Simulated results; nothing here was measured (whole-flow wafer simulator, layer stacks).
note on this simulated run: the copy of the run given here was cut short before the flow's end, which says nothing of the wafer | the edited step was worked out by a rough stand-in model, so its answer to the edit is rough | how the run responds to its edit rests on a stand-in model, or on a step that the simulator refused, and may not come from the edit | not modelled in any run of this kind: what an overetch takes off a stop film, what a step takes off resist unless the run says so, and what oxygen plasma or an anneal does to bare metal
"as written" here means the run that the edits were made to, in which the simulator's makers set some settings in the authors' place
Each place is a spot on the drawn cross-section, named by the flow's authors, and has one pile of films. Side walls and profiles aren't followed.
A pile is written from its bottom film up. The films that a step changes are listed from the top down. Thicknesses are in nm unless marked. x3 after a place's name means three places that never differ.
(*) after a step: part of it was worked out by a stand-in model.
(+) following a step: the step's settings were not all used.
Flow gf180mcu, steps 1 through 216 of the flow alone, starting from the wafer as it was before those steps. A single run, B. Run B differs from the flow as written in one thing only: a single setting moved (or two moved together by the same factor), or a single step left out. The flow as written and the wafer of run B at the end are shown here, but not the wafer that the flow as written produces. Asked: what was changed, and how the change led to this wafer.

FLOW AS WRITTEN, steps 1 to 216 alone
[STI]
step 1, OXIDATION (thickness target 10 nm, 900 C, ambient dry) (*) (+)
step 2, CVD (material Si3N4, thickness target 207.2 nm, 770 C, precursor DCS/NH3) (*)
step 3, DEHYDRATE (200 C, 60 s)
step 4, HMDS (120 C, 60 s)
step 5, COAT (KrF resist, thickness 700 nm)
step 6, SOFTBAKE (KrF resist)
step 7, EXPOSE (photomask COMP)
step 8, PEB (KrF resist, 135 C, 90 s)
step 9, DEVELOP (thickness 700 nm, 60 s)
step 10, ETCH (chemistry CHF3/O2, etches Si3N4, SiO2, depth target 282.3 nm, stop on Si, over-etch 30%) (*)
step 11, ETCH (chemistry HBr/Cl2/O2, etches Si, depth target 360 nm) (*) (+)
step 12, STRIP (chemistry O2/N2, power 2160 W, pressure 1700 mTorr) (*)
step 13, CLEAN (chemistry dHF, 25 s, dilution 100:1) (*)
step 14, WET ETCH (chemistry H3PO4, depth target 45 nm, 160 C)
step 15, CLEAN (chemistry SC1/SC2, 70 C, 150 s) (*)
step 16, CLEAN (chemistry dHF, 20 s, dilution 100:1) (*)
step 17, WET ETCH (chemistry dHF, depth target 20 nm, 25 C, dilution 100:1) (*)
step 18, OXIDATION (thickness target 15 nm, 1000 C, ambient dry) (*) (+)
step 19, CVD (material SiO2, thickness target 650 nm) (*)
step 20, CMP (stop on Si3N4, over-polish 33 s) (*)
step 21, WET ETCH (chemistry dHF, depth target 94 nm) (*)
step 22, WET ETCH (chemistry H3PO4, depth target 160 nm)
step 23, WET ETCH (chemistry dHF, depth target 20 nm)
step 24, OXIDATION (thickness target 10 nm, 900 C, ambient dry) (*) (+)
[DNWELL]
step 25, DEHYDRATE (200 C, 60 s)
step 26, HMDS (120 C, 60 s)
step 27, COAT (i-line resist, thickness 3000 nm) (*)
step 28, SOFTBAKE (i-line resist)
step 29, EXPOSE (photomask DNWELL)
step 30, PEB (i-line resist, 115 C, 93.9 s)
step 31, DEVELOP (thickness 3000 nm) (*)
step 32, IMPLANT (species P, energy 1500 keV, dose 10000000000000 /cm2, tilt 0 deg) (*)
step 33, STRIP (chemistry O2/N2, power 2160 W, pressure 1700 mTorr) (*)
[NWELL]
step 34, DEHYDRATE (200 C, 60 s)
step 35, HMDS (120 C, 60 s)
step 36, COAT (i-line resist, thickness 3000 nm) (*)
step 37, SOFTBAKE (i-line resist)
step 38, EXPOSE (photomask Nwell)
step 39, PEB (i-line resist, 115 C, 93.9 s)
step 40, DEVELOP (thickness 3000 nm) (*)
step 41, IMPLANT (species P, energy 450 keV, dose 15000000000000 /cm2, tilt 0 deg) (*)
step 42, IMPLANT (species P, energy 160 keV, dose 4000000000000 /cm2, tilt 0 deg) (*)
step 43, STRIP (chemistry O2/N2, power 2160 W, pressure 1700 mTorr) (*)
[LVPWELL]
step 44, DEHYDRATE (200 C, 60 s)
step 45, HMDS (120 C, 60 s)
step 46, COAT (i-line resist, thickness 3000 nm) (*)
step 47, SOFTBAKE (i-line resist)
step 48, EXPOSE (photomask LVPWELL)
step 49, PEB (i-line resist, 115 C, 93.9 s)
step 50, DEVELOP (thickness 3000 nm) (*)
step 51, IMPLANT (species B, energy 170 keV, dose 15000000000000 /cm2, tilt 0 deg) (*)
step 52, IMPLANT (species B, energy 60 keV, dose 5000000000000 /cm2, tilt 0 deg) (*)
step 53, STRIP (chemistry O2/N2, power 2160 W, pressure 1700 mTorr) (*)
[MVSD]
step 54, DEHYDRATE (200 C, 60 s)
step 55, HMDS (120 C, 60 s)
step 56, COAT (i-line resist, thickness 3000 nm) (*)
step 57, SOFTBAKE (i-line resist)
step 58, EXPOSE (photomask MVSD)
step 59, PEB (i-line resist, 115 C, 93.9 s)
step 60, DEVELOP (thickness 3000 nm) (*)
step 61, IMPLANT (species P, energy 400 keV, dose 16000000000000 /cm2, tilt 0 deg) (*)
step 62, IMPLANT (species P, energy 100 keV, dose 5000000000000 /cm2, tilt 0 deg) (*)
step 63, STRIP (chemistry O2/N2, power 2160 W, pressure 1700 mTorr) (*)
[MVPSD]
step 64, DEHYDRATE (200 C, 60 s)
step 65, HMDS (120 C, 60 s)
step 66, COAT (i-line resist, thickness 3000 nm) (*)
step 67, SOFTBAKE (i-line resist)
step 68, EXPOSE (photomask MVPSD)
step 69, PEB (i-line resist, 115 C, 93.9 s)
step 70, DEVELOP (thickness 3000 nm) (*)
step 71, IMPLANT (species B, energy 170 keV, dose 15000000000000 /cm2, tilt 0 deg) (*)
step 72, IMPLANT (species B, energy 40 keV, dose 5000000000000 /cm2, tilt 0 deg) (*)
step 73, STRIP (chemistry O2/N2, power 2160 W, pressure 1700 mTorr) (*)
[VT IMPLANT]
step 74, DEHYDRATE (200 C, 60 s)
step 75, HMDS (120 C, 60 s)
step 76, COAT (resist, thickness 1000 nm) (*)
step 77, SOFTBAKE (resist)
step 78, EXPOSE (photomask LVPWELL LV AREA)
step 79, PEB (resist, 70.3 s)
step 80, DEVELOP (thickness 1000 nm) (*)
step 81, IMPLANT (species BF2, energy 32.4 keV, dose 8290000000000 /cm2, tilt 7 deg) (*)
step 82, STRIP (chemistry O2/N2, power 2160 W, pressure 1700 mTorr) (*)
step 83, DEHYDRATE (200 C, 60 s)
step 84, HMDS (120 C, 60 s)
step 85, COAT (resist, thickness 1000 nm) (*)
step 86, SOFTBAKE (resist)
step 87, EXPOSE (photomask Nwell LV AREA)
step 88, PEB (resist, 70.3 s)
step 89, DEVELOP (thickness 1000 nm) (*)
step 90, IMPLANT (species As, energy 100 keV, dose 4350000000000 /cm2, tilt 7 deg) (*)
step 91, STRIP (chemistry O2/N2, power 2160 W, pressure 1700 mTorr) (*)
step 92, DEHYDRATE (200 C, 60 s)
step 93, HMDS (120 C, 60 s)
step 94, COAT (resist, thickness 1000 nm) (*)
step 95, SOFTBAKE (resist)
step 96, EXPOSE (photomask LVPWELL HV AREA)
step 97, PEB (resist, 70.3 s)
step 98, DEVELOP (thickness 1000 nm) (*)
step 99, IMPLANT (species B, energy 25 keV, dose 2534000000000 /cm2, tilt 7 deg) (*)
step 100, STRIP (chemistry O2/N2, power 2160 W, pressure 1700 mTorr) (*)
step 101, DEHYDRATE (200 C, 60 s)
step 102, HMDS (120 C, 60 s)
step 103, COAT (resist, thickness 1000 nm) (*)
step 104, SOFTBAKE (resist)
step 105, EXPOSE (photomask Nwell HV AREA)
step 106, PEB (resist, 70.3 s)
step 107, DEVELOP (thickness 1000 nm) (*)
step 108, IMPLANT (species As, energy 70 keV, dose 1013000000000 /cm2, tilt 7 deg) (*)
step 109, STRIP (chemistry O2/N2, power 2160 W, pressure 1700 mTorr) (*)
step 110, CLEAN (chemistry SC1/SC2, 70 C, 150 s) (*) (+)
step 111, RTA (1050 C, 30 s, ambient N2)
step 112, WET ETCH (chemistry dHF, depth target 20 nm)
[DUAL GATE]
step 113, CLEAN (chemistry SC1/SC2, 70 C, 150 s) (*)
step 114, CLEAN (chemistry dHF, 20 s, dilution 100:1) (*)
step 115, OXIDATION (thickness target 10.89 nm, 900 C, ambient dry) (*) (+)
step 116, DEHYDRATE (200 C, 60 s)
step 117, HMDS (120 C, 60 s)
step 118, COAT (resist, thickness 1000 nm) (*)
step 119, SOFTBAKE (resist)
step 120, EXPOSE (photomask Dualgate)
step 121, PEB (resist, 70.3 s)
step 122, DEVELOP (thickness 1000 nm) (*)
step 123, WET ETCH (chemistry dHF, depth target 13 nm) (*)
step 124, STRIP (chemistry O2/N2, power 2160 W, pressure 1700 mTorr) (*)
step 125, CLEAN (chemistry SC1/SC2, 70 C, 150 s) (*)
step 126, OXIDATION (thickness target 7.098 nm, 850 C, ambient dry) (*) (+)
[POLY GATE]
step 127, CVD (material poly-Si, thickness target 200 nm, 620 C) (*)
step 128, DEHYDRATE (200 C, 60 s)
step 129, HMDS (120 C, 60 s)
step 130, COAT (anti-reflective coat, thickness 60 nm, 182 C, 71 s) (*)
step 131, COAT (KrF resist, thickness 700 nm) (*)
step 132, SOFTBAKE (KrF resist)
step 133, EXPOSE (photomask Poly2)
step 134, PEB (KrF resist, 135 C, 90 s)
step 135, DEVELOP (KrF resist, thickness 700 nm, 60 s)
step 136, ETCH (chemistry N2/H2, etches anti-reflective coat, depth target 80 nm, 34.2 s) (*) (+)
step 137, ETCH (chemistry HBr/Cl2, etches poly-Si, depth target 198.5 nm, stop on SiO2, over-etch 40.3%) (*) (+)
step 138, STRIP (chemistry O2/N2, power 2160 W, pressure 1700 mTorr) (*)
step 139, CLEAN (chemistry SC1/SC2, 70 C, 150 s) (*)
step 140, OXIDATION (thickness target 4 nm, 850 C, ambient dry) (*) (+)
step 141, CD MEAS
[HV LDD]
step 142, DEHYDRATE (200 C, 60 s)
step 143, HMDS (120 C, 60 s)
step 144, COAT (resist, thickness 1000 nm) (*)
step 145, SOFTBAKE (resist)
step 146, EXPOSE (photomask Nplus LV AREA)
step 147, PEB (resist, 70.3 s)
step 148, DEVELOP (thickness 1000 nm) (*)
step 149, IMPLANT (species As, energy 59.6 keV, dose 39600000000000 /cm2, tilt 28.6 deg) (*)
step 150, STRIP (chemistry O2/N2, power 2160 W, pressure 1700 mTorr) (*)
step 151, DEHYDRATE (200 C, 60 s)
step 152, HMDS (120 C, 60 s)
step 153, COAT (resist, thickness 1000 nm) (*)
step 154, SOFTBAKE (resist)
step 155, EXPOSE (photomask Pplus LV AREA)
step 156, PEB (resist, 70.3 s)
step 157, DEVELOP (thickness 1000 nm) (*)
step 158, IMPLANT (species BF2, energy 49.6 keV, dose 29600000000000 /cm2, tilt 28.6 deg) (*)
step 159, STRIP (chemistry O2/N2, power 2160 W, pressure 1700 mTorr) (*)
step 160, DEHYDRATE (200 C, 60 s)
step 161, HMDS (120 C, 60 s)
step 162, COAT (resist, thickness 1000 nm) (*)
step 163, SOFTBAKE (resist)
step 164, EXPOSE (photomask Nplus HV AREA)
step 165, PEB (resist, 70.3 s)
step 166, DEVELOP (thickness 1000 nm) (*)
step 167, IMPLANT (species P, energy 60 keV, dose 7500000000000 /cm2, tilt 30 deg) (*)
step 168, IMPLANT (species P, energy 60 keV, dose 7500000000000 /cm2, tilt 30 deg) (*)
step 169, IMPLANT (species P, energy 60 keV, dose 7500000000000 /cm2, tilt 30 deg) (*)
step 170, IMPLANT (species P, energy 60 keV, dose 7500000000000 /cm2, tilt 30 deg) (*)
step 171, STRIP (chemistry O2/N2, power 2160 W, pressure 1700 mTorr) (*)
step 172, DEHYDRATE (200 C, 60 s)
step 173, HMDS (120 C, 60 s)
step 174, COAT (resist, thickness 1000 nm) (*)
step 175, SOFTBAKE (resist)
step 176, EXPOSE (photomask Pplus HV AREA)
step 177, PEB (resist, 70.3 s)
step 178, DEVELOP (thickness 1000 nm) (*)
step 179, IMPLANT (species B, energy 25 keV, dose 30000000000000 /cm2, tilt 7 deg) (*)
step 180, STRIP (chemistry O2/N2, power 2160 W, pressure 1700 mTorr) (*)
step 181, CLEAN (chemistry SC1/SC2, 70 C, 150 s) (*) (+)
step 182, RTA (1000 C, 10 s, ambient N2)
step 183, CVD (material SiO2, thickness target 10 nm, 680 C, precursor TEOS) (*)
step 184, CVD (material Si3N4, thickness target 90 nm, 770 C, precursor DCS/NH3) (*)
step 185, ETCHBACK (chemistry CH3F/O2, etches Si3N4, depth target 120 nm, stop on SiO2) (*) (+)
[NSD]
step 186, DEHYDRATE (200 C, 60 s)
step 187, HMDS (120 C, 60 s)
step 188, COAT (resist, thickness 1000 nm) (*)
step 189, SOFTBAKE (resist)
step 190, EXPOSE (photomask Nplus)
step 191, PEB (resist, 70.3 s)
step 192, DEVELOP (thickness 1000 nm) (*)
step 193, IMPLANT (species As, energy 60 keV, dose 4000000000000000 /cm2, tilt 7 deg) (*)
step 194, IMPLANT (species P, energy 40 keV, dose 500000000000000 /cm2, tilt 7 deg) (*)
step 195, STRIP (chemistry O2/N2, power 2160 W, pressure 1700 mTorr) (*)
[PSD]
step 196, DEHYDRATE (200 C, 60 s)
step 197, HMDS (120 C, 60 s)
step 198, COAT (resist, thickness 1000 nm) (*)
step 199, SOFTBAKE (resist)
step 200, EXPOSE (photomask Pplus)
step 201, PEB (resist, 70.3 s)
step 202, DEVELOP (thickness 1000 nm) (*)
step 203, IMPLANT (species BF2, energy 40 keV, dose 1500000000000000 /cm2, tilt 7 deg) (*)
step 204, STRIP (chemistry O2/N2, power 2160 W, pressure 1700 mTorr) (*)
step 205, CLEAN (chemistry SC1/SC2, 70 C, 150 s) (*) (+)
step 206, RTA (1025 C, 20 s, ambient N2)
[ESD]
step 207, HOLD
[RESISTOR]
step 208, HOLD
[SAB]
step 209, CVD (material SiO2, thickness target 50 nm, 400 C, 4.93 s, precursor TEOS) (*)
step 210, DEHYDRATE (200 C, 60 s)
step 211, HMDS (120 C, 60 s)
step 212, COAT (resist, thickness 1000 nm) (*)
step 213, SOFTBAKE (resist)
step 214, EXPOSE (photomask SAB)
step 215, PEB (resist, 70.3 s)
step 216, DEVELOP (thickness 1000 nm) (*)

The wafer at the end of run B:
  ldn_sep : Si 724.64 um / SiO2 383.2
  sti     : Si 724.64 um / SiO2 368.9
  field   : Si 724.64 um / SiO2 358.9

What caused this: step 21, WET ETCH: depth target 149 nm was run, whereas the flow has depth target 94 nm.

Step by step, how the change led to this:
  step 21, WET ETCH (chemistry dHF, depth target 94 nm) (*)
      active, n_well, p_well and 40 more: -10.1 Si3N4 (in the flow as written it would be: -6.43 Si3N4)
      field, field_sub, sti and 34 more: -149 SiO2 (in the flow as written it would be: -94 SiO2)
  step 22, WET ETCH (chemistry H3PO4, depth target 160 nm)
      active, n_well, p_well and 40 more: -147 Si3N4 (all of it), -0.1 SiO2 (in the flow as written it would be: -150.8 Si3N4 (all of it), -0.07 SiO2)
  step 28, SOFTBAKE (i-line resist)
      field: -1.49 i-line resist (in the flow as written it would be: +2.45 i-line resist)
      field_sub: -1.17 i-line resist (in the flow as written it would be: +1.87 i-line resist)
      (as well as at 60 more places)
  step 37, SOFTBAKE (i-line resist)
      field: -1.49 i-line resist (in the flow as written it would be: +2.45 i-line resist)
      field_sub: -1.17 i-line resist (in the flow as written it would be: +1.87 i-line resist)
      (as well as at 60 more places)
  step 47, SOFTBAKE (i-line resist)
      field: -1.49 i-line resist (in the flow as written it would be: +2.45 i-line resist)
      field_sub: -1.17 i-line resist (in the flow as written it would be: +1.87 i-line resist)
      (as well as at 60 more places)
  step 57, SOFTBAKE (i-line resist)
      field: -1.49 i-line resist (in the flow as written it would be: +2.45 i-line resist)
      field_sub: -1.17 i-line resist (in the flow as written it would be: +1.87 i-line resist)
      (as well as at 60 more places)
  step 67, SOFTBAKE (i-line resist)
      field: -1.49 i-line resist (in the flow as written it would be: +2.45 i-line resist)
      field_sub: -1.17 i-line resist (in the flow as written it would be: +1.87 i-line resist)
      (as well as at 60 more places)
  step 76, COAT (resist, thickness 1000 nm) (*)
      p_well, spacer, sd_n: +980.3 resist (new film) (in the flow as written it would be: +1033.8 resist (new film))
      field: +1010.5 resist (new film) (in the flow as written it would be: +989.5 resist (new film))
      (as well as at 51 more places)
  step 77, SOFTBAKE (resist)
      field: nothing (in the flow as written it would be: -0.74 resist)
      field__w2: +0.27 resist (in the flow as written it would be: -0.43 resist)
      (as well as at 57 more places)
  step 79, PEB (resist, 70.3 s)
      iso_ptap_sub, ldn_tap, ldn_src and 8 more: -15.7 resist (in the flow as written it would be: -16.3 resist)
      pplus_u, iso_ptap_pw, iso_ntap_nw, vpnp_e: -15.6 resist (in the flow as written it would be: -16.3 resist)
      (as well as at 7 more places)
  step 80, DEVELOP (thickness 1000 nm) (*)
      p_well, spacer, sd_n: -964.7 resist (all of it) (in the flow as written it would be: -1017.4 resist (all of it))
      field: -994.4 resist (all of it) (in the flow as written it would be: -973 resist (all of it))
      (as well as at 6 more places)
  step 82, STRIP (chemistry O2/N2, power 2160 W, pressure 1700 mTorr) (*)
      field__w6: -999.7 resist (all of it) (in the flow as written it would be: -968.6 resist (all of it))
      field_sub: -994.3 resist (all of it) (in the flow as written it would be: -966.6 resist (all of it))
      (as well as at 43 more places)
  step 85, COAT (resist, thickness 1000 nm) (*)
      p_well, spacer, sd_n: +980.3 resist (new film) (in the flow as written it would be: +1033.8 resist (new film))
      field: +1010.5 resist (new film) (in the flow as written it would be: +989.5 resist (new film))
      (as well as at 51 more places)
  step 86, SOFTBAKE (resist)
      field: nothing (in the flow as written it would be: -0.74 resist)
      field__w2: +0.27 resist (in the flow as written it would be: -0.43 resist)
      (as well as at 57 more places)
  step 88, PEB (resist, 70.3 s)
      iso_ptap_sub, ldn_tap, ldn_src and 8 more: -15.7 resist (in the flow as written it would be: -16.3 resist)
      pplus_u, iso_ptap_pw, iso_ntap_nw, vpnp_e: -15.6 resist (in the flow as written it would be: -16.3 resist)
      (as well as at 7 more places)
  step 89, DEVELOP (thickness 1000 nm) (*)
      n_well: -973.1 resist (all of it) (in the flow as written it would be: -1002.9 resist (all of it))
      sd_p: -973.4 resist (all of it) (in the flow as written it would be: -1001.9 resist (all of it))
      (as well as at 5 more places)
  ... 55 further steps ...
  step 216, DEVELOP (thickness 1000 nm) (*)
      p_well, sd_n: -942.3 resist (all of it) (in the flow as written it would be: -996.4 resist (all of it))
      field__w1: -1043.1 resist (all of it) (in the flow as written it would be: -1017.5 resist (all of it))
      (as well as at 49 more places)
